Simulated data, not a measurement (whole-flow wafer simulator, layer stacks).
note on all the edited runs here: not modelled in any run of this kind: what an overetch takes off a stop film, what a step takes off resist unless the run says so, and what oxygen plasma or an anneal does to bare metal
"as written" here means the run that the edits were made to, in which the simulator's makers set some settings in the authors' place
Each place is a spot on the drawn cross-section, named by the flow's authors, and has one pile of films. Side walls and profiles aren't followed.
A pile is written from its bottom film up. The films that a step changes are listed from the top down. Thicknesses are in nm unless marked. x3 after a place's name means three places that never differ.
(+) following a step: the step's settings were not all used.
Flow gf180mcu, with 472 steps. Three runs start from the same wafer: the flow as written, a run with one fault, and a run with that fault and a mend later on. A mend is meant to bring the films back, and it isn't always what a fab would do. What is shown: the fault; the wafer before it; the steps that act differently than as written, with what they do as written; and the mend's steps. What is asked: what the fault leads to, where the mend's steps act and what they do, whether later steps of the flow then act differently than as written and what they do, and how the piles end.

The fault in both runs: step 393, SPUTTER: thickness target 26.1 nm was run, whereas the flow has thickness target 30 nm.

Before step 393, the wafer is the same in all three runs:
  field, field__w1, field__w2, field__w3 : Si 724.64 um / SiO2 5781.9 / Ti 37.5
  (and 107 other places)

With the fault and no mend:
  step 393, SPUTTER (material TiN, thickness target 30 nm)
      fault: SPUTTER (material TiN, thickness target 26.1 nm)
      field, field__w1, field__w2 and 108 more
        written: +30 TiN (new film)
        fault: +26.1 TiN (new film)
  Steps later in the flow that act otherwise than as written (2 other steps are not shown; they differ only slightly, by no more than 2% or 0.5 nm, whichever is larger):
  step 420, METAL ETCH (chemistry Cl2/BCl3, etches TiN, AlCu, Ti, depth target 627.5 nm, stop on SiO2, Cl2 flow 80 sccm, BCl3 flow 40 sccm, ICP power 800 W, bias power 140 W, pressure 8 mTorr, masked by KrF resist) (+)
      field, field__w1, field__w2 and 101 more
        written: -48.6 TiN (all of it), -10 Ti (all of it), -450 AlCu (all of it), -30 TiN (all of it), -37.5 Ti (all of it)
        fault: -48.6 TiN (all of it), -10 Ti (all of it), -450 AlCu (all of it), -26.1 TiN (all of it), -37.5 Ti (all of it)
  At field__w4, field__w8, contact, m1, m1__w1, mim, mim_1p0, m1_nw, the piles at the end differ from the flow's by more than 2% or 0.5 nm, whichever is larger.
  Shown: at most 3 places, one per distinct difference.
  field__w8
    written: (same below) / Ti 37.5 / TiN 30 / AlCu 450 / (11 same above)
    fault: (same below) / Ti 37.5 / TiN 26.1 / AlCu 450 / (11 same above)
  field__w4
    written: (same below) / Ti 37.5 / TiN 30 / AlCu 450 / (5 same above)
    fault: (same below) / Ti 37.5 / TiN 26.1 / AlCu 450 / (5 same above)
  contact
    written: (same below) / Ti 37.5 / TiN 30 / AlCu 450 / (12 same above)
    fault: (same below) / Ti 37.5 / TiN 26.1 / AlCu 450 / (12 same above)

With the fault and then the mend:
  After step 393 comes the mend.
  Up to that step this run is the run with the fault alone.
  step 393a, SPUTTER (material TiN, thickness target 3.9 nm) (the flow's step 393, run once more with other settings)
      field, field__w1, field__w2 and 108 more
        +3.9 TiN
  None of the later steps of the flow acts differently than as written at any place that is followed.
  By the end, the piles equal the flow's at every place that both follow.
